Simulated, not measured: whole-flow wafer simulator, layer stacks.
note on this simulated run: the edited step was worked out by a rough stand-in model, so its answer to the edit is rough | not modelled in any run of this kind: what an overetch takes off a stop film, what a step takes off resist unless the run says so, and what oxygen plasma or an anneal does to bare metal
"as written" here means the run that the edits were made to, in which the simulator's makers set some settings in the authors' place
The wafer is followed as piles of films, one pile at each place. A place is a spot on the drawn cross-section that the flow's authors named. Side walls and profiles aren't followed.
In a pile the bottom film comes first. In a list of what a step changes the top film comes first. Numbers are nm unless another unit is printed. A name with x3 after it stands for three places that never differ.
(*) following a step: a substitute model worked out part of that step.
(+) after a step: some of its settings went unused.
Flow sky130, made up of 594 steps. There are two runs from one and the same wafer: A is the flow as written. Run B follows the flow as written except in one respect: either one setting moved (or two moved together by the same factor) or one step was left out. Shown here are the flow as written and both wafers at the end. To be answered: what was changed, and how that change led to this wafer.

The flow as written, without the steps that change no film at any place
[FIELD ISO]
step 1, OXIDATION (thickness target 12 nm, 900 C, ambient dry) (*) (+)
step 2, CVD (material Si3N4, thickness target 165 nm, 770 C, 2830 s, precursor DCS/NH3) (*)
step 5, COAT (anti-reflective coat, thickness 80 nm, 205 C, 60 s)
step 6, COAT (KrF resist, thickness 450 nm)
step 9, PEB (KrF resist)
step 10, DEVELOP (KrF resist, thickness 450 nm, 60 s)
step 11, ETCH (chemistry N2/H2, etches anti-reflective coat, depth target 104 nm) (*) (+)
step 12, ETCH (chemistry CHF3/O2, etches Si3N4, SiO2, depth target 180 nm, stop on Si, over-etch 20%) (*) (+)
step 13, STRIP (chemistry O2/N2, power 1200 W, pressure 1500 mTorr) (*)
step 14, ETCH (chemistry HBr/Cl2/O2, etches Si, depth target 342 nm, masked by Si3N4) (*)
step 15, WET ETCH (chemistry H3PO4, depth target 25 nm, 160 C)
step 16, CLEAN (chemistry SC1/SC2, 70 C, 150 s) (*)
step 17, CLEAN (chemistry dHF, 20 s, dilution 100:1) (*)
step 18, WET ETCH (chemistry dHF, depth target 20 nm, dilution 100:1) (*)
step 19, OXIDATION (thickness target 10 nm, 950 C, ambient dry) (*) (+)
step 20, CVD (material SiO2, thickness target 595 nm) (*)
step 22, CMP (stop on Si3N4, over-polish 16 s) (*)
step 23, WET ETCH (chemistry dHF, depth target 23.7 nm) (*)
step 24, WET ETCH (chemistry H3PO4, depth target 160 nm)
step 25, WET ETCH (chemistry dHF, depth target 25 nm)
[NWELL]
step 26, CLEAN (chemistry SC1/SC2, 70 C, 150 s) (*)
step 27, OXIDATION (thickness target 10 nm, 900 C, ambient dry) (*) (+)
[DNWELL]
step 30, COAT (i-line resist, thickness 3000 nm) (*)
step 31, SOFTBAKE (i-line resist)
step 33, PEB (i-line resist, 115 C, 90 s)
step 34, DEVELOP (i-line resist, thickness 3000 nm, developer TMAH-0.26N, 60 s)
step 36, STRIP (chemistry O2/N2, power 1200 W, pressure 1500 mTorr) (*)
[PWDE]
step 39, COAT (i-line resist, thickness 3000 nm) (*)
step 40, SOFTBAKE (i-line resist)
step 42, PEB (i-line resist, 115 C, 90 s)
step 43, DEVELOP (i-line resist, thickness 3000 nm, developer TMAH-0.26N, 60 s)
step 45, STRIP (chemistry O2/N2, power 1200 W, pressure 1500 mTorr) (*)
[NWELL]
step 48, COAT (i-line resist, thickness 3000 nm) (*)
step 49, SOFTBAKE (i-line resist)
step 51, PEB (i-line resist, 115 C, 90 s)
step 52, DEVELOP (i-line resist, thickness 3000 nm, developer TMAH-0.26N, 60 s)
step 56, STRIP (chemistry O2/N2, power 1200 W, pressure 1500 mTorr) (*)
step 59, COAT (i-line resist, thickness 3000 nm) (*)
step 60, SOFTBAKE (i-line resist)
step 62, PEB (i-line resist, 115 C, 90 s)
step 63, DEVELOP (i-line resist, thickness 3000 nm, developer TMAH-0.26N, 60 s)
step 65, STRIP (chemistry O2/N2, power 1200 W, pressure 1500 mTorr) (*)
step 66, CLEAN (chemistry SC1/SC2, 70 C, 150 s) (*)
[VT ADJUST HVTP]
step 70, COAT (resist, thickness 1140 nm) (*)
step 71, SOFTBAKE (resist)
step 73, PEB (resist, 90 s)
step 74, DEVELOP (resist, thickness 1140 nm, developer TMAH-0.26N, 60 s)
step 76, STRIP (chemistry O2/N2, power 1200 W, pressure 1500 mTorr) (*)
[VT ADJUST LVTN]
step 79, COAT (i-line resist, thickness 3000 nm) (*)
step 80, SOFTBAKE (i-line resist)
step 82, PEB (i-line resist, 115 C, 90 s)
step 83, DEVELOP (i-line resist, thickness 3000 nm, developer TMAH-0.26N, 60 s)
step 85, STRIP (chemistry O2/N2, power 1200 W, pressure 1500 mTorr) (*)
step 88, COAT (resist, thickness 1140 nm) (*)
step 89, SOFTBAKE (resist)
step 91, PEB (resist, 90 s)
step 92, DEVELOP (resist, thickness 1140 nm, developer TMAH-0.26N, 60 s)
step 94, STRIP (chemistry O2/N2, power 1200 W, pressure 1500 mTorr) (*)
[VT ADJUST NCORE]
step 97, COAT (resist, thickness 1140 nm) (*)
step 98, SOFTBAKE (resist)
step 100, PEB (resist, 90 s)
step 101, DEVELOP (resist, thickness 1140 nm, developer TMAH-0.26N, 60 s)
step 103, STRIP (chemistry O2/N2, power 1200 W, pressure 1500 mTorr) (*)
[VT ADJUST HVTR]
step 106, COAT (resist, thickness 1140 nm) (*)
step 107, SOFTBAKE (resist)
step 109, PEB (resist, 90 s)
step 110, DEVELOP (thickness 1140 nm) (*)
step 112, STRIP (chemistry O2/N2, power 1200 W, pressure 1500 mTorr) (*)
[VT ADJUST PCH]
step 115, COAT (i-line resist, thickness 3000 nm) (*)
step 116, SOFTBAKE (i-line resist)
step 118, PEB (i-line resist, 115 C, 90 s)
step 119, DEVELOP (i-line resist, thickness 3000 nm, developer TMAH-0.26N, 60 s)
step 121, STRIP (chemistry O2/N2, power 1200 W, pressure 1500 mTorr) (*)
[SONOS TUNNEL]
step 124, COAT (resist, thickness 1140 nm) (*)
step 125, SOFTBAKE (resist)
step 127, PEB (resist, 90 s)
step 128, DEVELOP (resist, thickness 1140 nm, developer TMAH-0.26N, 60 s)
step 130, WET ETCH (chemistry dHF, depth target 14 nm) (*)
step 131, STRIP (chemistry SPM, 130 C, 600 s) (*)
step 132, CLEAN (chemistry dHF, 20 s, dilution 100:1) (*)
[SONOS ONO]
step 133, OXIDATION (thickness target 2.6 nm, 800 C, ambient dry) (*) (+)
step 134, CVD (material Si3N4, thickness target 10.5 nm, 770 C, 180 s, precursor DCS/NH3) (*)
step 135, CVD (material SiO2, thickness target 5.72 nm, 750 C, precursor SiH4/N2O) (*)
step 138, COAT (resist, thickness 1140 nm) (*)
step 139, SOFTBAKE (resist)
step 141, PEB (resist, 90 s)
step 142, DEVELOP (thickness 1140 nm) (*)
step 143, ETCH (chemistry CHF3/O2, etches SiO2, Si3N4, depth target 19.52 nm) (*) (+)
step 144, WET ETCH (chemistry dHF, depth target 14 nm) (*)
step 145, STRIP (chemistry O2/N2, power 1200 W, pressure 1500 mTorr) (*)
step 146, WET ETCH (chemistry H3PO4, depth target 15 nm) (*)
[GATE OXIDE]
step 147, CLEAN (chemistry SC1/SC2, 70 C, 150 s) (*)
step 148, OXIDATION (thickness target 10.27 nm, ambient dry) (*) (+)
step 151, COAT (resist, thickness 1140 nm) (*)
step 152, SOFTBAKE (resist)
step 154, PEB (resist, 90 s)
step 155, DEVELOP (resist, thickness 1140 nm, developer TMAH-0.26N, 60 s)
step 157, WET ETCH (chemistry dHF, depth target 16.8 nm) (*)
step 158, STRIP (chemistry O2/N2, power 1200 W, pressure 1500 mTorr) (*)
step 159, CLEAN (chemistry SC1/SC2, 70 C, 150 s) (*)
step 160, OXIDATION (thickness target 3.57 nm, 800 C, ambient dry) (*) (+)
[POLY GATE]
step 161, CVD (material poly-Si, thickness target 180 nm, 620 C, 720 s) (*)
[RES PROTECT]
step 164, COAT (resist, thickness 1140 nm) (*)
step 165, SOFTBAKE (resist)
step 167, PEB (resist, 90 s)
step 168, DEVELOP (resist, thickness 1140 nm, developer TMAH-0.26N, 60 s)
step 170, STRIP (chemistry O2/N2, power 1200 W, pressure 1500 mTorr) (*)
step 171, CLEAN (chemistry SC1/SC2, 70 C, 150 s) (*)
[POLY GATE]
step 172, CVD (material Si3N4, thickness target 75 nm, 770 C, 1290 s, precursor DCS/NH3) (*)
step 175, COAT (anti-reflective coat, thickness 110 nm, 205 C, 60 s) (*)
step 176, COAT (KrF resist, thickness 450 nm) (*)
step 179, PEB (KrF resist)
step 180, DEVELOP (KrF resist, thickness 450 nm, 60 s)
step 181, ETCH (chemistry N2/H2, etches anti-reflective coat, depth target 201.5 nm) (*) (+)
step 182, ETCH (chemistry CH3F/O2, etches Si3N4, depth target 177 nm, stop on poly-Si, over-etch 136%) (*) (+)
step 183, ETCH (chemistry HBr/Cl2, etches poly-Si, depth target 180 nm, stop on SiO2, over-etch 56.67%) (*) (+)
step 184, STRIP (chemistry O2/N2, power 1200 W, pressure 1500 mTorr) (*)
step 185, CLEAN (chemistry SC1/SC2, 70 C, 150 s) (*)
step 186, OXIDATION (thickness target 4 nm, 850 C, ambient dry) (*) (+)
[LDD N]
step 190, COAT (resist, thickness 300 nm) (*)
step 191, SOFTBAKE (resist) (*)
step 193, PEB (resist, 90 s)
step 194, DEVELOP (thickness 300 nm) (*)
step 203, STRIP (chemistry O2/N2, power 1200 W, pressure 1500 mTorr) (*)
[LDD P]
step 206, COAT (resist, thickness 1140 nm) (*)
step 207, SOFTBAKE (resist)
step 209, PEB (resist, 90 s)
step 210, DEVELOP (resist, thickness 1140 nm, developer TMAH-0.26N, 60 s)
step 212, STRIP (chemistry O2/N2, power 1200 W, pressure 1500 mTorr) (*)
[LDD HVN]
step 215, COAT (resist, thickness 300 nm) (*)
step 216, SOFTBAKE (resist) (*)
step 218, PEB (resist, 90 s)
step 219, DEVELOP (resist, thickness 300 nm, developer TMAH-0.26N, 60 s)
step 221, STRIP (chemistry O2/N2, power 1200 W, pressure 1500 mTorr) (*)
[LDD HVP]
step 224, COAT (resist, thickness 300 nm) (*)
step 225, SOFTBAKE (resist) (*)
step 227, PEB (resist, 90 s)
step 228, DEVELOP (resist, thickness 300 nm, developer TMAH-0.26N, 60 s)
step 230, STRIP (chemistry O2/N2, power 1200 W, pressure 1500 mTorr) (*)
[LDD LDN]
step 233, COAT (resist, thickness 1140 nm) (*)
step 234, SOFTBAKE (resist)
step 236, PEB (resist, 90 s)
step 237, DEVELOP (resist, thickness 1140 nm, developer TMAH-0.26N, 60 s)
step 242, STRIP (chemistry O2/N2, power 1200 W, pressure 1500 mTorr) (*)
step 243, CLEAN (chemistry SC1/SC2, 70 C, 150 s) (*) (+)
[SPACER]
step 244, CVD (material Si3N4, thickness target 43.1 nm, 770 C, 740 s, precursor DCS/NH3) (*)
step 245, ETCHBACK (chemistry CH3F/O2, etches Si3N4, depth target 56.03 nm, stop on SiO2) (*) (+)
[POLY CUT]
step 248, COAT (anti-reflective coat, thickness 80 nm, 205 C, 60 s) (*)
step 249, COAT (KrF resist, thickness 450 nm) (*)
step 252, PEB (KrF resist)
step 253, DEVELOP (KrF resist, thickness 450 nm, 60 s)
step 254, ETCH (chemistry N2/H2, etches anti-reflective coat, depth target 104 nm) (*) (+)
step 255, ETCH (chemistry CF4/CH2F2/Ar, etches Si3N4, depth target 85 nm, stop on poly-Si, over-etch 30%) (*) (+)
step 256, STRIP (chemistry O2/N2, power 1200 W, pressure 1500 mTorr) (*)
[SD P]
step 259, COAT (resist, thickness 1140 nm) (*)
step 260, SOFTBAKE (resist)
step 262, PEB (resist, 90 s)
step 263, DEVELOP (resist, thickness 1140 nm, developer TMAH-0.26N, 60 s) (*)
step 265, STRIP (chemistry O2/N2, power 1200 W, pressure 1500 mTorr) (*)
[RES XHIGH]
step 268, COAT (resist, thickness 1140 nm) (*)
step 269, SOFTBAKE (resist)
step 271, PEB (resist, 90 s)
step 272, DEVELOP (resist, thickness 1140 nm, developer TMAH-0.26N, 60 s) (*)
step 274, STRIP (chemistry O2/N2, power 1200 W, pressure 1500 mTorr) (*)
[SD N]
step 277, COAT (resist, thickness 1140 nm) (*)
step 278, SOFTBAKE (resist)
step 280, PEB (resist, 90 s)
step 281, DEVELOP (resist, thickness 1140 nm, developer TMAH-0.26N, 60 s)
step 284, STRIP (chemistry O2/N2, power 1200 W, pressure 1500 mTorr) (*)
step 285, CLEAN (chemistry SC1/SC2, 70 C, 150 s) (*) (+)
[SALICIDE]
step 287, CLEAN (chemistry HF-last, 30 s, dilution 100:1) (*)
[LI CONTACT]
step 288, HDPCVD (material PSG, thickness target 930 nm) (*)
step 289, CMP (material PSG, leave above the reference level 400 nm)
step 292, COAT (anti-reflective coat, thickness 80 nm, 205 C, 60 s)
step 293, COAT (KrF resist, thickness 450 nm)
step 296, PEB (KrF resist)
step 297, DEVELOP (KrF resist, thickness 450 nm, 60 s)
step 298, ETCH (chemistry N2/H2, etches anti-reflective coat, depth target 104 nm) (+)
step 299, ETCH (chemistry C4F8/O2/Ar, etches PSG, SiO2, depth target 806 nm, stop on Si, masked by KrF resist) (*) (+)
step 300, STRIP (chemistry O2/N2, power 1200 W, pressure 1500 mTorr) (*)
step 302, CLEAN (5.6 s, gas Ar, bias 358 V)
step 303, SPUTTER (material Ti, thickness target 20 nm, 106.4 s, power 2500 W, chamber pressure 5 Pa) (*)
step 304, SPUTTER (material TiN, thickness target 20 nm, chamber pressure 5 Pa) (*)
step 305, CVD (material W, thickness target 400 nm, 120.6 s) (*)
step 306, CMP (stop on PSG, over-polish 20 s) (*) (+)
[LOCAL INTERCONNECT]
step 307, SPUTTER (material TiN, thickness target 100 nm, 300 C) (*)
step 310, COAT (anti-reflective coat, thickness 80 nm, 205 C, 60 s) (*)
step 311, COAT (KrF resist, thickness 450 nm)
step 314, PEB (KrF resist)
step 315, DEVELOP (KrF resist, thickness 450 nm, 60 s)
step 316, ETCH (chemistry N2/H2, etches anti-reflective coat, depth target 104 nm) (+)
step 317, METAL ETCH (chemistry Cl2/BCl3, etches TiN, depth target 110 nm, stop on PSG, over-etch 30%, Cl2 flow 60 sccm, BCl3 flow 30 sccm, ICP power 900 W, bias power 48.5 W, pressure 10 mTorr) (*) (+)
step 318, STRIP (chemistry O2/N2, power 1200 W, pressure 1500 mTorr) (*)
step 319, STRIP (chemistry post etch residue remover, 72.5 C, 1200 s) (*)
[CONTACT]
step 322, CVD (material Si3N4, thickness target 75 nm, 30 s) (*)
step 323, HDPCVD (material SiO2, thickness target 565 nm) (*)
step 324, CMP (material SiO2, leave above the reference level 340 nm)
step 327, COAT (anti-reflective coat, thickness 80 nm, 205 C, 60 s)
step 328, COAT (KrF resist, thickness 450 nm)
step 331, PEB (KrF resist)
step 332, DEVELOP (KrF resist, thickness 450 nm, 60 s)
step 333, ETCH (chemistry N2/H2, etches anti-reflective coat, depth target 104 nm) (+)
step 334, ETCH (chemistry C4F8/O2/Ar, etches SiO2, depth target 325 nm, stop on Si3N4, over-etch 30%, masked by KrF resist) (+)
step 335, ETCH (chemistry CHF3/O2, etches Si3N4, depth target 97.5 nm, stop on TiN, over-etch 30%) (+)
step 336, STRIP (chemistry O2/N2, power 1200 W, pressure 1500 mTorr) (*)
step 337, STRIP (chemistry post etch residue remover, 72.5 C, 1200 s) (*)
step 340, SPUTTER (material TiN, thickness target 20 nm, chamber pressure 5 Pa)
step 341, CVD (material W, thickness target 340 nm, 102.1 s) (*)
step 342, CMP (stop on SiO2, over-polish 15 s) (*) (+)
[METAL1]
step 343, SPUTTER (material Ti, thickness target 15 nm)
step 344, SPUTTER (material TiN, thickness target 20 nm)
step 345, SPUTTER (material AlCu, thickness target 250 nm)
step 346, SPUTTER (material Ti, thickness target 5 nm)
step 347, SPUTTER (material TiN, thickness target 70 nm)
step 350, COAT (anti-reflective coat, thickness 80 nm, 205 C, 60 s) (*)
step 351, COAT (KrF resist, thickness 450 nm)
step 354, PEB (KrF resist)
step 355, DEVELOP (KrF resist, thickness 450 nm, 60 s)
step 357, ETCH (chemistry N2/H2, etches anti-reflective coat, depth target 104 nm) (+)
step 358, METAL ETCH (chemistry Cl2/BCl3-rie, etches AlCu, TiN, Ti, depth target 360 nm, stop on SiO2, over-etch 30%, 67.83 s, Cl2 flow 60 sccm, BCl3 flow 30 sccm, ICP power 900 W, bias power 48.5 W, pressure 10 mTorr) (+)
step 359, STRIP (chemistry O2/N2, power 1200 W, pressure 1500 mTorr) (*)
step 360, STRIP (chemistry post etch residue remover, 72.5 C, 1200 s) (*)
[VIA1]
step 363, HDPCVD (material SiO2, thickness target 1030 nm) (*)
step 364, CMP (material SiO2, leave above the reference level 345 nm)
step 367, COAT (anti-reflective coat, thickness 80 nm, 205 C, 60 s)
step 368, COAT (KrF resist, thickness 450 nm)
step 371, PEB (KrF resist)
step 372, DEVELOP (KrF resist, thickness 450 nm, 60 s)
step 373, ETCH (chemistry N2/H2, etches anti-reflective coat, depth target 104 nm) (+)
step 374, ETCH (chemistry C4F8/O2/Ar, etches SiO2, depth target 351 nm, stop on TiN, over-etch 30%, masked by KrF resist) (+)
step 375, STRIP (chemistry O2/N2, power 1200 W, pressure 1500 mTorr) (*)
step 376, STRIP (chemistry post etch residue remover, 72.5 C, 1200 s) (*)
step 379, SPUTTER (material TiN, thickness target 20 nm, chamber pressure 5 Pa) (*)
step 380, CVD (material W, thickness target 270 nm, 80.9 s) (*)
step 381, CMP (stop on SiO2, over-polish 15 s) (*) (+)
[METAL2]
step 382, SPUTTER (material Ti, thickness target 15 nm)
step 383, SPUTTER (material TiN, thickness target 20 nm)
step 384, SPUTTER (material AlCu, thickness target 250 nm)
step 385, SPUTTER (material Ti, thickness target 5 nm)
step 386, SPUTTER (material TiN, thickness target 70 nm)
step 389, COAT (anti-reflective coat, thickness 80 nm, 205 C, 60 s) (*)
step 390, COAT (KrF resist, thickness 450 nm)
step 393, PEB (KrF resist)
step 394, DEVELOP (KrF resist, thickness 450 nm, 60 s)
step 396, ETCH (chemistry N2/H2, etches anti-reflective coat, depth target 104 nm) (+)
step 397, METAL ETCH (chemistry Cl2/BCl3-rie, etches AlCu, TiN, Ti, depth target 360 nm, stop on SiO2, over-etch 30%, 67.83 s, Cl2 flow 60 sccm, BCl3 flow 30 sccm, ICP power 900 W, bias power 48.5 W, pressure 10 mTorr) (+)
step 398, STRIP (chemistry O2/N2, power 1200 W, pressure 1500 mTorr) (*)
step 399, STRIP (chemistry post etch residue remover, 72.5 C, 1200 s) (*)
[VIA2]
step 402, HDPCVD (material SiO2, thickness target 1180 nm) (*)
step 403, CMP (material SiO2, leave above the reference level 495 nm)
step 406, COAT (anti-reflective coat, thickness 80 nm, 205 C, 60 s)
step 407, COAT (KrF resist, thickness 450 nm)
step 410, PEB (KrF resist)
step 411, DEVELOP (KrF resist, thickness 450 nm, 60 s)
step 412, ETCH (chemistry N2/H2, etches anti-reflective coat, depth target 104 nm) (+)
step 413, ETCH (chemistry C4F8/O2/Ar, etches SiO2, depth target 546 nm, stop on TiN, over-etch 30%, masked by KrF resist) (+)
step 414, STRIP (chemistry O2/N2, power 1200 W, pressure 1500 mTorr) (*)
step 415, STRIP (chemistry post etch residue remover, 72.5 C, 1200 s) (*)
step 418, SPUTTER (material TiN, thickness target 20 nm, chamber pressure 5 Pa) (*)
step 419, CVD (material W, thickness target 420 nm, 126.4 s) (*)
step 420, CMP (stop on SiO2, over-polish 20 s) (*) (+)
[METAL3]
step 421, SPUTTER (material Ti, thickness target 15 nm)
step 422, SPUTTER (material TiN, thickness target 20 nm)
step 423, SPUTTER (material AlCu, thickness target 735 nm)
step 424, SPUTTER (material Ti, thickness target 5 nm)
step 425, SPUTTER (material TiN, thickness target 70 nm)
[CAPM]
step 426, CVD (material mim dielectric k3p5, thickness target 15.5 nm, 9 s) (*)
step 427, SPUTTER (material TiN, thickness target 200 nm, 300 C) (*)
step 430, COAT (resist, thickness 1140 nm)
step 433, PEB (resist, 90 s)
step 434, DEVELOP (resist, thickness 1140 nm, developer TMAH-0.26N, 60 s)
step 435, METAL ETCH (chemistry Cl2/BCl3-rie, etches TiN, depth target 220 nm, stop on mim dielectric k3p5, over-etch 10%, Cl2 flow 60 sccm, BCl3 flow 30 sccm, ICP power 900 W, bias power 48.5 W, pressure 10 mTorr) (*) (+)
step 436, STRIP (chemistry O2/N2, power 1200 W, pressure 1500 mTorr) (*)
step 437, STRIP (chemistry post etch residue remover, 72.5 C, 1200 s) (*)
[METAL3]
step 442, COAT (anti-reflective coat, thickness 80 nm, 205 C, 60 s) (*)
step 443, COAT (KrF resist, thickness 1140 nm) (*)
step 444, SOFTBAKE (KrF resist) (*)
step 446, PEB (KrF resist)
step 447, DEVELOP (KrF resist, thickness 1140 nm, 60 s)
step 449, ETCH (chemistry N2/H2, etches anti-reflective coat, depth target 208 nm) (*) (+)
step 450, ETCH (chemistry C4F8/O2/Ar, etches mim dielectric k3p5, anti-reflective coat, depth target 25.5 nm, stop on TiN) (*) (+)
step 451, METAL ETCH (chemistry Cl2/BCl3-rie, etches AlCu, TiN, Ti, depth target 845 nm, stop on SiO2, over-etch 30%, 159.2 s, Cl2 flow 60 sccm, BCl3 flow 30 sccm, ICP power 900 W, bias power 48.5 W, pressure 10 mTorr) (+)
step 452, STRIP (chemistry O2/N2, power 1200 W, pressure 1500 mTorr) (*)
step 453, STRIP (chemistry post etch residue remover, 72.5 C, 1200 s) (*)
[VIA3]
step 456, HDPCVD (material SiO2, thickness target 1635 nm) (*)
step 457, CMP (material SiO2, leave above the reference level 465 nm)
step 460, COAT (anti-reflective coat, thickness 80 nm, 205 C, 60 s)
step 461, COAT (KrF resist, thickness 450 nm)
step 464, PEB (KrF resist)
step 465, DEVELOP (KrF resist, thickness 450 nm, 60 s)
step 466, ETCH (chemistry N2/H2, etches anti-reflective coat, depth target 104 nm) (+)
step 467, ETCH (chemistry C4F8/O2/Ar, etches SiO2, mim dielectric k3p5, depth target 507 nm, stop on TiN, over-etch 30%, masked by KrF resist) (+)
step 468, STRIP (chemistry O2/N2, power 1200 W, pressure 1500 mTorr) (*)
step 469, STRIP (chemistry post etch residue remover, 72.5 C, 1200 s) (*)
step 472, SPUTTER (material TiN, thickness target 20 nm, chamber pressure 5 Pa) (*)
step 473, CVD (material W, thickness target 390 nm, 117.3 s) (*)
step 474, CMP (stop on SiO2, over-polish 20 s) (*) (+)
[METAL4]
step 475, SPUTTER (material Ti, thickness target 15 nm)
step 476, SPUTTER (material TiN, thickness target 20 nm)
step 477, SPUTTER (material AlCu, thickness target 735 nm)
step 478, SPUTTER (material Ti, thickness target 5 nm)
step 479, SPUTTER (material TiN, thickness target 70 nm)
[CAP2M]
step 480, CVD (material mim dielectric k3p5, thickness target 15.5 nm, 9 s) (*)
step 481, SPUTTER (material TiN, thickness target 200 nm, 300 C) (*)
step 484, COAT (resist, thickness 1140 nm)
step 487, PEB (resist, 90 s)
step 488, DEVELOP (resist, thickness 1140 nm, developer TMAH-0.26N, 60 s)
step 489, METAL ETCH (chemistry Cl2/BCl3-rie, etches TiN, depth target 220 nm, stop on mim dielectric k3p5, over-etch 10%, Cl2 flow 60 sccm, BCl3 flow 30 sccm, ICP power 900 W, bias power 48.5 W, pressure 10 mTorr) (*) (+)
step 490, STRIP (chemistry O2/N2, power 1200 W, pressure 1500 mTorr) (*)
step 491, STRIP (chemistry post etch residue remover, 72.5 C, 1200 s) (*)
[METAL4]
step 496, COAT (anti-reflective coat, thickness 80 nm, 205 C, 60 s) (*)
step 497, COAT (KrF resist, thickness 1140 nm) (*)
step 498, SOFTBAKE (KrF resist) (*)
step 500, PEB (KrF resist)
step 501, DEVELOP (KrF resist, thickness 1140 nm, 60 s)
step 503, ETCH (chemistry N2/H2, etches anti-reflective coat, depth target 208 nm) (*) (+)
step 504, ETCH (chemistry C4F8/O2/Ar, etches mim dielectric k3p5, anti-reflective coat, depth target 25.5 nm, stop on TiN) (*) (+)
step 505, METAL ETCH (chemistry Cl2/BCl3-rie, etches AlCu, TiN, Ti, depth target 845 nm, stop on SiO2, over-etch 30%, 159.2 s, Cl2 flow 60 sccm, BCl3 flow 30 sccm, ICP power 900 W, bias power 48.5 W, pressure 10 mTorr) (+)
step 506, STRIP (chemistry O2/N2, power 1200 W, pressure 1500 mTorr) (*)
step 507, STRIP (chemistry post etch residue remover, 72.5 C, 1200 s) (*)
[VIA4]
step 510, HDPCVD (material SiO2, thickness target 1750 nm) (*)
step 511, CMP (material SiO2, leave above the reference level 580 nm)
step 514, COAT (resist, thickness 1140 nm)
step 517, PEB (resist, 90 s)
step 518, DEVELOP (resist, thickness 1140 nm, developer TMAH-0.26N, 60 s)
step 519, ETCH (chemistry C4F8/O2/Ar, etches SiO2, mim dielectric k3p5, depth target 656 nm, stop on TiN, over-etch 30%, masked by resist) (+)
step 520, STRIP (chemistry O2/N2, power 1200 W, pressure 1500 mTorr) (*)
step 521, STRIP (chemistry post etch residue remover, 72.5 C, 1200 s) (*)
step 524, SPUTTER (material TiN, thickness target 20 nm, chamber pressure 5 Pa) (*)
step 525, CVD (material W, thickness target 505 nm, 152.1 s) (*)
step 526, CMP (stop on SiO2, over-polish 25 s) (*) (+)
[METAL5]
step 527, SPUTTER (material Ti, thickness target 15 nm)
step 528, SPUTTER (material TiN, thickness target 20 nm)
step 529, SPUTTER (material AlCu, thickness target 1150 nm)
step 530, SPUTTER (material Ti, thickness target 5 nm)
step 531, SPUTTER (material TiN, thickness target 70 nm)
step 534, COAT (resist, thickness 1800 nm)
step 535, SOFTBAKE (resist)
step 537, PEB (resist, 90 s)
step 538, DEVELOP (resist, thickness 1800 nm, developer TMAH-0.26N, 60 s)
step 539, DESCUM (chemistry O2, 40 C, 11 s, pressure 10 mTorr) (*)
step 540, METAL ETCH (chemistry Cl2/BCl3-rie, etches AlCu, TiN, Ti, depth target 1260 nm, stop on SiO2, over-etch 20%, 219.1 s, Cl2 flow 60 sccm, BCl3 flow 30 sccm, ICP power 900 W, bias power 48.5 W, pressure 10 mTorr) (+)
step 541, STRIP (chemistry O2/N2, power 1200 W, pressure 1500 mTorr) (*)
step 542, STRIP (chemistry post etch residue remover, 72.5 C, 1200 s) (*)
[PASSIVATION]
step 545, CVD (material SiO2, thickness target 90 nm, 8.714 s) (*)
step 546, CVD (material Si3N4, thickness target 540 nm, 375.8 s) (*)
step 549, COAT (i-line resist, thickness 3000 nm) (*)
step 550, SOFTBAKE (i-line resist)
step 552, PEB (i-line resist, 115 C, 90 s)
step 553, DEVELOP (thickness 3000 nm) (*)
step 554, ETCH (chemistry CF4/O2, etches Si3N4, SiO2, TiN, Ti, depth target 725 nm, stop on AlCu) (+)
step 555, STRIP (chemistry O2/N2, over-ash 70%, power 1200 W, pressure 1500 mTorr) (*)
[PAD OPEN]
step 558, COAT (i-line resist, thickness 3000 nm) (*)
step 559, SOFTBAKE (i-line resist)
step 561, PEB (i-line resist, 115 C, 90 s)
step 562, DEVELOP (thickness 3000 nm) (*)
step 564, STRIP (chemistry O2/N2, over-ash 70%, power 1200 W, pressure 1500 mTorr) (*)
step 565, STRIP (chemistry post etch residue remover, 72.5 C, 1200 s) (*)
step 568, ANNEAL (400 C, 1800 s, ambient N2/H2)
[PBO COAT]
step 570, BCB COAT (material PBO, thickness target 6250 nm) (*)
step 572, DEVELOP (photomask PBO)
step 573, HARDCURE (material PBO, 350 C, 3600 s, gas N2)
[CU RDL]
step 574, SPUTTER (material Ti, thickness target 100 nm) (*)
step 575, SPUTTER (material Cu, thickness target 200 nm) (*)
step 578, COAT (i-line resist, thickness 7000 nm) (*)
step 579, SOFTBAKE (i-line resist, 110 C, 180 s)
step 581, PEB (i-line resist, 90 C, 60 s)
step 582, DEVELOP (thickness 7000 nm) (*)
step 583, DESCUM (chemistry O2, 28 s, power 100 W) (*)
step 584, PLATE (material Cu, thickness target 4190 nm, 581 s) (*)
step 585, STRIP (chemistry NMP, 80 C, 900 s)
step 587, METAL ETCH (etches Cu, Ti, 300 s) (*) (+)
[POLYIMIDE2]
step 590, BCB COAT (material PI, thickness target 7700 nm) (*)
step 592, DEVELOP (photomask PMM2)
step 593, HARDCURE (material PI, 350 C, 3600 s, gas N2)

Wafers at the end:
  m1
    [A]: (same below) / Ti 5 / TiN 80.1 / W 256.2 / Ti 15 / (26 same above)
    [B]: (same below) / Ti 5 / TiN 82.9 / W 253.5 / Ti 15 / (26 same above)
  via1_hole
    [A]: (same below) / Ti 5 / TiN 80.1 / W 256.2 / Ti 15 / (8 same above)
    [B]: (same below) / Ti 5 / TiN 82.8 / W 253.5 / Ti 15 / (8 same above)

What caused this: step 379, SPUTTER: thickness target 25 nm was run, while the flow as written has thickness target 20 nm.

How this came from the change, step by step:
  step 379, SPUTTER (material TiN, thickness target 20 nm, chamber pressure 5 Pa) (*)
      field, active, n_well and 186 more: A TiN gains 20 (new film) | B TiN gains 25 (new film)
      m1: A TiN gains 11 | B TiN gains 13.7
      (and at 1 other place as well)
  step 381, CMP (stop on SiO2, over-polish 15 s) (*) (+)
      field, active, n_well and 186 more: A W loses 270 (all of it), TiN loses 20 (all of it), SiO2 loses 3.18 | B W loses 270 (all of it), TiN loses 25 (all of it), SiO2 loses 3.18
